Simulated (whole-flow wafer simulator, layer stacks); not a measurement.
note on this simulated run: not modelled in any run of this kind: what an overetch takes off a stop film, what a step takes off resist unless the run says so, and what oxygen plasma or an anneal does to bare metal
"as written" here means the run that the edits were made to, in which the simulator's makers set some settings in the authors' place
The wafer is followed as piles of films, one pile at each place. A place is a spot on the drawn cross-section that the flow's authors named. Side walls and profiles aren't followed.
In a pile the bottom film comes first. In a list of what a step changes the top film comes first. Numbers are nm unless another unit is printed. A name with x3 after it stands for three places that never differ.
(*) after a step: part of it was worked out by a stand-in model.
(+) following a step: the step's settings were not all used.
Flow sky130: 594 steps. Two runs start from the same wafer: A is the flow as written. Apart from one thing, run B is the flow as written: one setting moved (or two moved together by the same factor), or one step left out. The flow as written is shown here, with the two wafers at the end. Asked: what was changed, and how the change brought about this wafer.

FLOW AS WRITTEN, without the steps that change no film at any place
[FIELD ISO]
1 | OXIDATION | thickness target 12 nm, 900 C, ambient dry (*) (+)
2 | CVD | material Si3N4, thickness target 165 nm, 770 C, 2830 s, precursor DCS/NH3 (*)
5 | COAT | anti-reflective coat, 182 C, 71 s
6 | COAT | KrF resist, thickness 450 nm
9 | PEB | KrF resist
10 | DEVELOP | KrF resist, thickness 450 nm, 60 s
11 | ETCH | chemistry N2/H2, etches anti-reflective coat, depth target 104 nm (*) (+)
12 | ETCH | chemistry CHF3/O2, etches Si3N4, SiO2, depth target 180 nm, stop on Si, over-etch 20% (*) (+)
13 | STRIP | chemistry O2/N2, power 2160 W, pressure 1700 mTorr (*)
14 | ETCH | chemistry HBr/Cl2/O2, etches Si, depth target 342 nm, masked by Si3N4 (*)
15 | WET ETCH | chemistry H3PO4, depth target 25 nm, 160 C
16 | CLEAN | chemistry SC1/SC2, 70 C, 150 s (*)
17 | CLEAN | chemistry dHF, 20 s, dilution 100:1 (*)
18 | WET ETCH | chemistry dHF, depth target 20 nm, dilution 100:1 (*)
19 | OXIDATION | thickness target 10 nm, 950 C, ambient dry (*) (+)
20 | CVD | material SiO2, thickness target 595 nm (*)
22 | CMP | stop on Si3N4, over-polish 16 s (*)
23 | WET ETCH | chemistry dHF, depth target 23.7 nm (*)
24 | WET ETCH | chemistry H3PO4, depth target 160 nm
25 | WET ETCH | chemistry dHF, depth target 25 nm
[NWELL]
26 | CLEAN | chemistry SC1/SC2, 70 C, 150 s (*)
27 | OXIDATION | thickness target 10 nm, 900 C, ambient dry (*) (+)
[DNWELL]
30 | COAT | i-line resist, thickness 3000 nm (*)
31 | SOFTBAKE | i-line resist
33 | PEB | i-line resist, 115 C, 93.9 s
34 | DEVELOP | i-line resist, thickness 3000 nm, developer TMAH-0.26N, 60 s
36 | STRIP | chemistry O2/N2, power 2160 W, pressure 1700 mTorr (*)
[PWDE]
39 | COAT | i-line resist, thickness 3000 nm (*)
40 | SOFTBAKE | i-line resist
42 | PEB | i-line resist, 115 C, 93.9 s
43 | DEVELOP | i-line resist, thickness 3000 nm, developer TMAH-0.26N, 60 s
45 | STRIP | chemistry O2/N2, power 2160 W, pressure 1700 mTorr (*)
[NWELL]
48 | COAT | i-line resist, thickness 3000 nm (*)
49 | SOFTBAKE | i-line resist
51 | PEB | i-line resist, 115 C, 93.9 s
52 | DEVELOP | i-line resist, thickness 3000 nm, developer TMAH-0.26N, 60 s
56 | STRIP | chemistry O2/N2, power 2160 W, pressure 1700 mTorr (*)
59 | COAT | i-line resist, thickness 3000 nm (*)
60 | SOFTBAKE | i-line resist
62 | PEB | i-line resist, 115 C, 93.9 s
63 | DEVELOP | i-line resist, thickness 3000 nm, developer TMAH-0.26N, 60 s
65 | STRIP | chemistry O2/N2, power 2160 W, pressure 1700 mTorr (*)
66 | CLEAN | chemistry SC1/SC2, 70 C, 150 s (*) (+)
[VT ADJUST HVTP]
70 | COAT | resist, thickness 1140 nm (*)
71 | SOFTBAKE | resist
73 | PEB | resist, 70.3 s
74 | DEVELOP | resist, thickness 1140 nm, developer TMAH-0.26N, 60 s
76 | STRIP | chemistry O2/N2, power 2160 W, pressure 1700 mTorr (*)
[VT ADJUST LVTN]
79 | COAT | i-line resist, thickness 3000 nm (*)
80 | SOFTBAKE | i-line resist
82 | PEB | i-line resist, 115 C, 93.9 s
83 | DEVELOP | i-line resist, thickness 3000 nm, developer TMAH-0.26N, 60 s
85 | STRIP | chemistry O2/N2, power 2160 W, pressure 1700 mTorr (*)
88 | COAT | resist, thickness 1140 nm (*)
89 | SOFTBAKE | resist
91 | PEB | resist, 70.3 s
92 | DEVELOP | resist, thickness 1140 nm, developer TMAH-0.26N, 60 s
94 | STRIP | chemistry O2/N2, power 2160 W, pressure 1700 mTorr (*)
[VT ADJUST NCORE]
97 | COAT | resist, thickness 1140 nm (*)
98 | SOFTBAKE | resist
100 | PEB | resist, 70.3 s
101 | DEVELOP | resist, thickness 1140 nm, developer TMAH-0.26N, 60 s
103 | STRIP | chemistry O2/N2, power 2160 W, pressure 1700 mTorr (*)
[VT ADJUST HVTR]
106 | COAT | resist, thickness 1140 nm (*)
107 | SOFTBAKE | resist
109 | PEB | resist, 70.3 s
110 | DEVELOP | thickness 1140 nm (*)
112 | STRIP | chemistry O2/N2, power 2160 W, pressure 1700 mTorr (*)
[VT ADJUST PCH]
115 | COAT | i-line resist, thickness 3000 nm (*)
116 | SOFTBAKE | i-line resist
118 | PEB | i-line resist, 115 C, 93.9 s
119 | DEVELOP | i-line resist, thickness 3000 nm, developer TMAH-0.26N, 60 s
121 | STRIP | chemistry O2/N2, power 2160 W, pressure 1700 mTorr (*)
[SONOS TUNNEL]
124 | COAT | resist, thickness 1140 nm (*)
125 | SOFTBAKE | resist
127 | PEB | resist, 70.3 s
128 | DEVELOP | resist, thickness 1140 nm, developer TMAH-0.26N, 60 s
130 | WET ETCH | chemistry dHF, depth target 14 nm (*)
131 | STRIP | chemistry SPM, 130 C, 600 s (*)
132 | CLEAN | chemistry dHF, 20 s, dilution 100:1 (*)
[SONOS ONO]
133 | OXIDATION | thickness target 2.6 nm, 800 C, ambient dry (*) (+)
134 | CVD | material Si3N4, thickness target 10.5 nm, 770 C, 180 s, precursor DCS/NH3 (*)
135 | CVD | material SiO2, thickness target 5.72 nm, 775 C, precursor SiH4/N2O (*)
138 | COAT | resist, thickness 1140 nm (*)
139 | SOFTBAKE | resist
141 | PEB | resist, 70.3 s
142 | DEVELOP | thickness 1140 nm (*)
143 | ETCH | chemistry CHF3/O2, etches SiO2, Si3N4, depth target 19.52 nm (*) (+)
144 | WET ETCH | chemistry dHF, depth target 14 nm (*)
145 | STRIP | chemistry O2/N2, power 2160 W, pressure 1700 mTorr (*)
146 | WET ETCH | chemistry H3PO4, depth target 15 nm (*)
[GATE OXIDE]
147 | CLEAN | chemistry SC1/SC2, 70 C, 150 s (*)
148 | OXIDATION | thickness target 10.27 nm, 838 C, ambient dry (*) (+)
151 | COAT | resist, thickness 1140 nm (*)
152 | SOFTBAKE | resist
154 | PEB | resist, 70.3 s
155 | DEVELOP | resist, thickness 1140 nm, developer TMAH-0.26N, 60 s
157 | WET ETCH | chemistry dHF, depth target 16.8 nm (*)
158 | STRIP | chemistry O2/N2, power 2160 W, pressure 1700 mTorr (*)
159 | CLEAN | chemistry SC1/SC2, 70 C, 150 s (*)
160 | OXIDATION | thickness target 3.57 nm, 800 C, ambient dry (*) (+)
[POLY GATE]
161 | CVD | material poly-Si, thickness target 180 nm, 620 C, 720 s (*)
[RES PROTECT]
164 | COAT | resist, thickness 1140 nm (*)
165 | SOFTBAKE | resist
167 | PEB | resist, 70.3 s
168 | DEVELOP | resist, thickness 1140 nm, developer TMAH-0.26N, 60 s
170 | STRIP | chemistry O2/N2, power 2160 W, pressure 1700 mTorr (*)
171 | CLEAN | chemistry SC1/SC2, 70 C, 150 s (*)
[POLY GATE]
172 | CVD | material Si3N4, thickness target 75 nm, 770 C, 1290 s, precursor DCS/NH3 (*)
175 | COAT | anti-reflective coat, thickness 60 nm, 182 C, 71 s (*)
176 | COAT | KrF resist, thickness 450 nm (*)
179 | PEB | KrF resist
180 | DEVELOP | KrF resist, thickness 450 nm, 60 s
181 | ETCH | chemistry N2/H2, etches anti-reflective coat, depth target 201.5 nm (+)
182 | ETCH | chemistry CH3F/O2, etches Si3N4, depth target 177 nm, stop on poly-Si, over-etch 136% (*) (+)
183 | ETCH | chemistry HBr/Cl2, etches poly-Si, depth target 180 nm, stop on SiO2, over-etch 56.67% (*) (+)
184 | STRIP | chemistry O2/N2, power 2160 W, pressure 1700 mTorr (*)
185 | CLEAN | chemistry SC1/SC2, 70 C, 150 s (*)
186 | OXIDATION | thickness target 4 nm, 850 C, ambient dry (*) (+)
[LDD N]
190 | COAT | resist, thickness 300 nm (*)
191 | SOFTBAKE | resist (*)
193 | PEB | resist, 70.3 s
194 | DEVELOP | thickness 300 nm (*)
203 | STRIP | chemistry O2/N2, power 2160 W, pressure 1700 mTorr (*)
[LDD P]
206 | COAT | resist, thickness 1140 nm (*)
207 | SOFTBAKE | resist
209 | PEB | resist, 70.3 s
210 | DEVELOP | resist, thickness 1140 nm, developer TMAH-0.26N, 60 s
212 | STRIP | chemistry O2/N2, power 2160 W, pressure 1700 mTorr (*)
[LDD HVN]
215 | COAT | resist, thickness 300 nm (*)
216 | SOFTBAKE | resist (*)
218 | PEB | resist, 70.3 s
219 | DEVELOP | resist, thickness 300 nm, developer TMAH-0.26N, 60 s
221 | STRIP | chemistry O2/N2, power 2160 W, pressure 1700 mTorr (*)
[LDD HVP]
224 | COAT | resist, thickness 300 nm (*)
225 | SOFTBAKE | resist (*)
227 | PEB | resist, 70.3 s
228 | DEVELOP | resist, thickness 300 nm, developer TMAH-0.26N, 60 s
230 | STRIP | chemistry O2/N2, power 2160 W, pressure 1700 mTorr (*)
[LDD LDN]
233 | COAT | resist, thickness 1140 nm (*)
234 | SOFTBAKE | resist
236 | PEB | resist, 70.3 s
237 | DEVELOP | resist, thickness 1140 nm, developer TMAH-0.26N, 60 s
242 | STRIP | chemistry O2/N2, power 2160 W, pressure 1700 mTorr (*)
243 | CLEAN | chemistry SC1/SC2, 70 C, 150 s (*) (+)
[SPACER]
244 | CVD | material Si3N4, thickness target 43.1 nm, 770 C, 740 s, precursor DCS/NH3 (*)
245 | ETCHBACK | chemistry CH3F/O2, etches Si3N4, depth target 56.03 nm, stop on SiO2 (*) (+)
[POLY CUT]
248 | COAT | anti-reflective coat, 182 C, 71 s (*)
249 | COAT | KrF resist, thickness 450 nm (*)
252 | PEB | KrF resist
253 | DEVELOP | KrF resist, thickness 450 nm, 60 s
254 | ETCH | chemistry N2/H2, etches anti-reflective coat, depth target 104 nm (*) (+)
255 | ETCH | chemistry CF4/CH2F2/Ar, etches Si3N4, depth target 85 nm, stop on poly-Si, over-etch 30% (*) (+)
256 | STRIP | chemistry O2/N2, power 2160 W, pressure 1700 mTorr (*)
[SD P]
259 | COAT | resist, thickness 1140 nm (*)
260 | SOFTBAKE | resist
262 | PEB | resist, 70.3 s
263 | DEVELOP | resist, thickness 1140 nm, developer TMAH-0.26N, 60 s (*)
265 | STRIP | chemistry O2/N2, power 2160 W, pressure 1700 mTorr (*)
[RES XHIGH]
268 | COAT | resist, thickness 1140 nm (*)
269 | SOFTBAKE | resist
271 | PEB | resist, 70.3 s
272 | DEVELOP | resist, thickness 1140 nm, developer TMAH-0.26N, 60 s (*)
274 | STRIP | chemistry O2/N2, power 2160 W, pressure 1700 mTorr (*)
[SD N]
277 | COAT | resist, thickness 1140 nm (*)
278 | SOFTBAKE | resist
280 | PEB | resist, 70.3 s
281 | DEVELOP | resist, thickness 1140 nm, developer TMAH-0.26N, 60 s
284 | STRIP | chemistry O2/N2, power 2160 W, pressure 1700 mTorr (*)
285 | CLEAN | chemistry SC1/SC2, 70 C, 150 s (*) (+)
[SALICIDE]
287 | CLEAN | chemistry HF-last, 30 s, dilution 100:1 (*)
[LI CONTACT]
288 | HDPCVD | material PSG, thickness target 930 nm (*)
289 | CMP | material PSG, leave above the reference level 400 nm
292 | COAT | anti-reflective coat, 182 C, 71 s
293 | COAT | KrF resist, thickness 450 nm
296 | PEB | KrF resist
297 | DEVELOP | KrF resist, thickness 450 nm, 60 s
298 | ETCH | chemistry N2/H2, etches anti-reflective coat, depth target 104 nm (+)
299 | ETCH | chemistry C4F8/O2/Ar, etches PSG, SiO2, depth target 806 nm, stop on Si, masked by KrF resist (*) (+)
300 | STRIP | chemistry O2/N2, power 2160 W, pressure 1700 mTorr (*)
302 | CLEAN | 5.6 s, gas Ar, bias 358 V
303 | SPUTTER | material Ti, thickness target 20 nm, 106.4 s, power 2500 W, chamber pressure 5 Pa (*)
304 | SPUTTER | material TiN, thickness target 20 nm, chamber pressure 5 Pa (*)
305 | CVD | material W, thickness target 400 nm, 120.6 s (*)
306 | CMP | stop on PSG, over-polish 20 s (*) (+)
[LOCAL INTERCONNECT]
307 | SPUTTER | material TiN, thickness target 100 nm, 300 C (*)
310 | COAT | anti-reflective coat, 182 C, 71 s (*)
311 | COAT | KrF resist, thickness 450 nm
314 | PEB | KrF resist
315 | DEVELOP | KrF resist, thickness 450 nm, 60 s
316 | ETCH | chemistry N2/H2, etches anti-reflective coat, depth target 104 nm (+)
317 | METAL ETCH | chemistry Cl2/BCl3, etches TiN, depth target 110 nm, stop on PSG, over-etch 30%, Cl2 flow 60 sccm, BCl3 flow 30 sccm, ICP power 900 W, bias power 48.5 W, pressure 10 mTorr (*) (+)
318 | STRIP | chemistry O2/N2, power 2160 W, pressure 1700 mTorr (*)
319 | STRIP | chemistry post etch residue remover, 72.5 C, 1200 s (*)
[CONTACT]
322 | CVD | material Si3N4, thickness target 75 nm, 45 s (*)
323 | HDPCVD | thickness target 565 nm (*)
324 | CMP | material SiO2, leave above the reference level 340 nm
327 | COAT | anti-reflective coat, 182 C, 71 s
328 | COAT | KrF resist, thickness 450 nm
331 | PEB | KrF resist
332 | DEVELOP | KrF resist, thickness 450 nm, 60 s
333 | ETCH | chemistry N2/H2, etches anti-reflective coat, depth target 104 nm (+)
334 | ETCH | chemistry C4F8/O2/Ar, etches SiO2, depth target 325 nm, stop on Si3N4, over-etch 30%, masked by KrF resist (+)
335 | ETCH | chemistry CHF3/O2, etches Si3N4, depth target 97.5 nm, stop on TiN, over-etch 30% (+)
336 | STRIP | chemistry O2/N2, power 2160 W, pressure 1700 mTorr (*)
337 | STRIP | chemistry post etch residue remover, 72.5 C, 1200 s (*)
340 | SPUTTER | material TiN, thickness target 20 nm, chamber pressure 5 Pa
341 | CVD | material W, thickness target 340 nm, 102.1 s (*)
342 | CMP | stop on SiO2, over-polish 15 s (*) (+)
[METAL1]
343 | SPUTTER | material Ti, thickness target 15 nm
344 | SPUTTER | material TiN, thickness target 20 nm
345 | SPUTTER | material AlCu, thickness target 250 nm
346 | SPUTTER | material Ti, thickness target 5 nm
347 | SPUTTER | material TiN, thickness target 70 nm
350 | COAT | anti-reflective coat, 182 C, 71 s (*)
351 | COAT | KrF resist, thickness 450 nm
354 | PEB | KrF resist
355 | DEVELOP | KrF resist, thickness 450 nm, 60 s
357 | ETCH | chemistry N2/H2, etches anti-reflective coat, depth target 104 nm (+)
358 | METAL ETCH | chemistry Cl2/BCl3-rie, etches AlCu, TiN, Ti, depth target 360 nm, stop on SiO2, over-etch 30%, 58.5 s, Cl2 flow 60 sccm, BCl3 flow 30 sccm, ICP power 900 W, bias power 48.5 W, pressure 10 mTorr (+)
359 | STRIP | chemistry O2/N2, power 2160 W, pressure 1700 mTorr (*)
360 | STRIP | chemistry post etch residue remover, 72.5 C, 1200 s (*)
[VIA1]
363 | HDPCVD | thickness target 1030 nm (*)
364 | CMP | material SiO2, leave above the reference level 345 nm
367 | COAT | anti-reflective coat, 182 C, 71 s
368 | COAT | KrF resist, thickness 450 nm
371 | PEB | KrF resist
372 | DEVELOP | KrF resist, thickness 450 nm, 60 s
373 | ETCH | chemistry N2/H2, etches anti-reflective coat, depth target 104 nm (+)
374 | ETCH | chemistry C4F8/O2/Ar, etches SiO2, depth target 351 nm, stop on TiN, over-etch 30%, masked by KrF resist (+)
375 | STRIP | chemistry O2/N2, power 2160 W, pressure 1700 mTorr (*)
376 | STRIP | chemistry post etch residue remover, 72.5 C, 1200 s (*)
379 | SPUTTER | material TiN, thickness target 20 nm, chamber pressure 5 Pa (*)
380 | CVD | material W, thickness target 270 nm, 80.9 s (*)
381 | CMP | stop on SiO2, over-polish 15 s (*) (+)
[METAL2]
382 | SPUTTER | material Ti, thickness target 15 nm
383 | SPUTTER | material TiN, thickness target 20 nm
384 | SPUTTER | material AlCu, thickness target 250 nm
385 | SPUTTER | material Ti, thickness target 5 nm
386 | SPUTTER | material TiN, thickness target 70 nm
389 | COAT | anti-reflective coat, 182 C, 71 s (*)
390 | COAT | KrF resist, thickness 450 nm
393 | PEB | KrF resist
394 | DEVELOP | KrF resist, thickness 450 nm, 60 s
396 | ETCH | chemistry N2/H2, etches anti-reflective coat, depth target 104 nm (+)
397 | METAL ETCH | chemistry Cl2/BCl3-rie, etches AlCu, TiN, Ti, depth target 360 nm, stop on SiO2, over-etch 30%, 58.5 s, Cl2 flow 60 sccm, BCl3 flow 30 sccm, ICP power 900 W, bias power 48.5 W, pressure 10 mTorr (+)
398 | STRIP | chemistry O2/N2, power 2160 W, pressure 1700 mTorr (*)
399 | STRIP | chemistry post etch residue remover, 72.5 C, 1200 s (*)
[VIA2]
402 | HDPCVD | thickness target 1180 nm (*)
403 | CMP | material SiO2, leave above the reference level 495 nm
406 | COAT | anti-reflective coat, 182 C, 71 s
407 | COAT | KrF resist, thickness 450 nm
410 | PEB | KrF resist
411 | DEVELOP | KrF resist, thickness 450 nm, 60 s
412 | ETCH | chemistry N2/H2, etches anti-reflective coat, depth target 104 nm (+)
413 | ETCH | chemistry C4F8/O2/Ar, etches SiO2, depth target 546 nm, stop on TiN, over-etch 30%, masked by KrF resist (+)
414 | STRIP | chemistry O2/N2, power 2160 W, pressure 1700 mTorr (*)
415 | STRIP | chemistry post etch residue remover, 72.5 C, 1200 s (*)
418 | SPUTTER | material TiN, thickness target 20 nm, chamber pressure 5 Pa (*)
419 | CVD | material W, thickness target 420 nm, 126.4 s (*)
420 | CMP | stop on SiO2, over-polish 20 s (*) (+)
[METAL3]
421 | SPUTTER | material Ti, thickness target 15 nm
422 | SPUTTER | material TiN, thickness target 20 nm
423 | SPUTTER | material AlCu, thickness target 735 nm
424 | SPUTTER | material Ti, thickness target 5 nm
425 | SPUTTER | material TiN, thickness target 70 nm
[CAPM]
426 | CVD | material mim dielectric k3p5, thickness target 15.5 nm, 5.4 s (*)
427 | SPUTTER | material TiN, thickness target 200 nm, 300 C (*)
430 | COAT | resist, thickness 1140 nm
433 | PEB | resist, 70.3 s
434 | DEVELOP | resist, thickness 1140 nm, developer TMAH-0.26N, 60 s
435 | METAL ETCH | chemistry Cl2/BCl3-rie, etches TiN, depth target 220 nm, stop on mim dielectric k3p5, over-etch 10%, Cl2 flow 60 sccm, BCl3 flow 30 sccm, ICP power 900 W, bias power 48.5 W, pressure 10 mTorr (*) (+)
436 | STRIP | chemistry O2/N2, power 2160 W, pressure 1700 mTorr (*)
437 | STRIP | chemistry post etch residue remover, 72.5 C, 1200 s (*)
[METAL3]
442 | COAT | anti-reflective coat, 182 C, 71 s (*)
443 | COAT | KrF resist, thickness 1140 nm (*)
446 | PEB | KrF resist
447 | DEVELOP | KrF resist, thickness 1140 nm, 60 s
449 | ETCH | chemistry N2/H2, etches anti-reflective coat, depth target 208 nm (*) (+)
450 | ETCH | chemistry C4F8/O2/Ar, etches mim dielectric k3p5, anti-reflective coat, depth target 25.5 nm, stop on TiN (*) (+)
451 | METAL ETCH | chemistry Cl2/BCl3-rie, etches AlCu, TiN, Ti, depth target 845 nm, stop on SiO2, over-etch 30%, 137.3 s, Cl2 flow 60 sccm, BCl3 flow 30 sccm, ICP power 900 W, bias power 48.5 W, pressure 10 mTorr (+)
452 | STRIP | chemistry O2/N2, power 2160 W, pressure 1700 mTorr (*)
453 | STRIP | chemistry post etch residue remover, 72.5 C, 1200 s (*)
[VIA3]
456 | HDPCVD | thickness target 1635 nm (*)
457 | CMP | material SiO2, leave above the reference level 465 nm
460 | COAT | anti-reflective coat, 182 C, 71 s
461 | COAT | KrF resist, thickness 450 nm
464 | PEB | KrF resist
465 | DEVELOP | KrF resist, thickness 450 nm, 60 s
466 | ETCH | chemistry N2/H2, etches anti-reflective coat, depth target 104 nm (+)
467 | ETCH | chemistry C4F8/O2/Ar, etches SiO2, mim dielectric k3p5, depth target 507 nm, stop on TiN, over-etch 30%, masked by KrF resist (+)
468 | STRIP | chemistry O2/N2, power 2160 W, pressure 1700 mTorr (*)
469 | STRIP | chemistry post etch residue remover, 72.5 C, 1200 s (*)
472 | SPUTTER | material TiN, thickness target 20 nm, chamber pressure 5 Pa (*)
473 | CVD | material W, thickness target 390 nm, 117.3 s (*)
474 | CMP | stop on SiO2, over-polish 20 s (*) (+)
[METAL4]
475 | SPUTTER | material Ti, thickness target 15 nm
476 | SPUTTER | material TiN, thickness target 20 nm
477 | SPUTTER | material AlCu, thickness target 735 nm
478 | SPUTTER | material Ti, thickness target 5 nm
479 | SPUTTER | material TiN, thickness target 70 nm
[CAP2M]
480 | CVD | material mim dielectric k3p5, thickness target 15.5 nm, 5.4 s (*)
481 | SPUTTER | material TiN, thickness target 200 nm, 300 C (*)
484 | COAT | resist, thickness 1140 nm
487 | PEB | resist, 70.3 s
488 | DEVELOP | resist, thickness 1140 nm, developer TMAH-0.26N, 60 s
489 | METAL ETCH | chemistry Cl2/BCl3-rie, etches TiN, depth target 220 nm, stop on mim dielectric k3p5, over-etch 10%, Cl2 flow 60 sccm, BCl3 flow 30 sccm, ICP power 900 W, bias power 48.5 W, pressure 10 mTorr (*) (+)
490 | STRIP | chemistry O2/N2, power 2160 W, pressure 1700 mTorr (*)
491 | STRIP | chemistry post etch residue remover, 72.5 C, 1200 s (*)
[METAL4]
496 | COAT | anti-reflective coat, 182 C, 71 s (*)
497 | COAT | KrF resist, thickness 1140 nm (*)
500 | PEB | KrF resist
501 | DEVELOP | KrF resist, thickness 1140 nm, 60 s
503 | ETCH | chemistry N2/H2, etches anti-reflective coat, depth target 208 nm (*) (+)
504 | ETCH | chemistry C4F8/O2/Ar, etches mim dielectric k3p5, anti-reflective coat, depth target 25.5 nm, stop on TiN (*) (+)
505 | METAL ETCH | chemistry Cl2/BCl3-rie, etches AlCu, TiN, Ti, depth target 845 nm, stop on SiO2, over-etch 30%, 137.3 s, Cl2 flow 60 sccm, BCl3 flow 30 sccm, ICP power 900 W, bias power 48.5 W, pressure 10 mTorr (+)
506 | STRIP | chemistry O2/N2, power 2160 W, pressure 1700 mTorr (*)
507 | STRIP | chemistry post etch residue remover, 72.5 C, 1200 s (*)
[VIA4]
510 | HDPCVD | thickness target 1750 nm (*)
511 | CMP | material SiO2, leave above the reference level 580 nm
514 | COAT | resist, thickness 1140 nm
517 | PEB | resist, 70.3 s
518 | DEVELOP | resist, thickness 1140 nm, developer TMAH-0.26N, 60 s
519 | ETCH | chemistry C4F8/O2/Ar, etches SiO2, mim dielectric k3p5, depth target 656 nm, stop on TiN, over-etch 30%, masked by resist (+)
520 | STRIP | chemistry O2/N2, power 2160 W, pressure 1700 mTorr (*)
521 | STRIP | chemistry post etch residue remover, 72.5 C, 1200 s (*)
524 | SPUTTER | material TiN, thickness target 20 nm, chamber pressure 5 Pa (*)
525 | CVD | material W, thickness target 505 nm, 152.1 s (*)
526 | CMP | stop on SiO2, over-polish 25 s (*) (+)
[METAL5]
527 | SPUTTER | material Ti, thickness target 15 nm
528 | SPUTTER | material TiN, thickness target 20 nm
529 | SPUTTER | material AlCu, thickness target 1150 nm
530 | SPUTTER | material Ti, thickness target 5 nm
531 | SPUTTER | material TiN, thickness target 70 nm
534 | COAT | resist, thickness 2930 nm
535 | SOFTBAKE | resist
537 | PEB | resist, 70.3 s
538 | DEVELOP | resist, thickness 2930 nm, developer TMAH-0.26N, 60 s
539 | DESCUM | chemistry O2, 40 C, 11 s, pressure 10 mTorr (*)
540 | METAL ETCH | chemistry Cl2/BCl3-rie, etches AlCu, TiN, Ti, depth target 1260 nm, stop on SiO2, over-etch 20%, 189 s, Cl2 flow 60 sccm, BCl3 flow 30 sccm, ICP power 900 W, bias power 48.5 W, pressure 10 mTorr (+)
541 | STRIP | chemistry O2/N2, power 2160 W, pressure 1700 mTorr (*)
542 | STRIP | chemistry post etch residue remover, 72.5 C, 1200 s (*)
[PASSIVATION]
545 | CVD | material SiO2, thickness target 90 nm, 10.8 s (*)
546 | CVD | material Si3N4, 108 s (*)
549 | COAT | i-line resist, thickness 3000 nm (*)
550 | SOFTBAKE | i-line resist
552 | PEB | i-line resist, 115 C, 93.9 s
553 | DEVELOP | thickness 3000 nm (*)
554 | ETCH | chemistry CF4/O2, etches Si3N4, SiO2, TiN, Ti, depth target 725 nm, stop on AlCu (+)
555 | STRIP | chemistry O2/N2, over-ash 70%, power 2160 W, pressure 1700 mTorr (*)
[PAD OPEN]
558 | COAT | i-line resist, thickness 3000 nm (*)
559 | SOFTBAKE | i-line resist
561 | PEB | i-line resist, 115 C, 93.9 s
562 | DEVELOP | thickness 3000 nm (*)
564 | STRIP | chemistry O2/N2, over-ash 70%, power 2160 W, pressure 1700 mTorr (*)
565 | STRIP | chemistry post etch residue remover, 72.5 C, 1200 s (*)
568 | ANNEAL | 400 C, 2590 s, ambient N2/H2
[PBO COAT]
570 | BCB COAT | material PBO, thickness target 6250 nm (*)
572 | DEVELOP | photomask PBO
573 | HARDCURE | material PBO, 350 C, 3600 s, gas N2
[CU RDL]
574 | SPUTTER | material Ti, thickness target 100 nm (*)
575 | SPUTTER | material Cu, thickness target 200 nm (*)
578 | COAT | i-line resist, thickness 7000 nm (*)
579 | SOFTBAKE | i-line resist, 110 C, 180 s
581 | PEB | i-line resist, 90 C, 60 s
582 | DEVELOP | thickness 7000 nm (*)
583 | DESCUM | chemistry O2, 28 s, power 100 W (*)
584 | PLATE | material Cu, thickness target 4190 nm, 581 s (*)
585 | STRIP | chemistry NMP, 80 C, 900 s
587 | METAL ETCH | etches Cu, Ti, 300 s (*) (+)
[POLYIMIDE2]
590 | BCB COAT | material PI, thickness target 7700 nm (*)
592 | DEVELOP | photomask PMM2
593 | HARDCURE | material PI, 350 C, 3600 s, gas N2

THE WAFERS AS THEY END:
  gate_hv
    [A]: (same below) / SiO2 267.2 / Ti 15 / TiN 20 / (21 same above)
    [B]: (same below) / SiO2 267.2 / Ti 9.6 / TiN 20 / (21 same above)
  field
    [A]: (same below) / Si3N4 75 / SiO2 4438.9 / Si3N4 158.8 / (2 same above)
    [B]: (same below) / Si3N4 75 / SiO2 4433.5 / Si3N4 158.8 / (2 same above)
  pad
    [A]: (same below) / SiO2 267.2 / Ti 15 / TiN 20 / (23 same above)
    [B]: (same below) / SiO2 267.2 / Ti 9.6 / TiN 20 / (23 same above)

What caused this: step 382, SPUTTER: thickness target 9.6 nm was run, though the flow has thickness target 15 nm.
One can read it off the wafer: gate_hv has Ti 9.6, and step 382 as written asks for 15 nm.

The path from the change to this, step by step:
  382 | SPUTTER | material Ti, thickness target 15 nm
      field, active, n_well and 188 more: A Ti gains 15 (new film) | B Ti gains 9.6 (new film)
  397 | METAL ETCH | chemistry Cl2/BCl3-rie, etches AlCu, TiN, Ti, depth target 360 nm, stop on SiO2, over-etch 30%, 58.5 s, Cl2 flow 60 sccm, BCl3 flow 30 sccm, ICP power 900 W, bias power 48.5 W, pressure 10 mTorr (+)
      field, active, gate and 82 more: A TiN loses 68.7 (all of it), Ti loses 5 (all of it), AlCu loses 250 (all of it), TiN loses 20 (all of it), Ti loses 15 (all of it), SiO2 loses 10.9 | B TiN loses 68.7 (all of it), Ti loses 5 (all of it), AlCu loses 250 (all of it), TiN loses 20 (all of it), Ti loses 9.6 (all of it), SiO2 loses 11.5
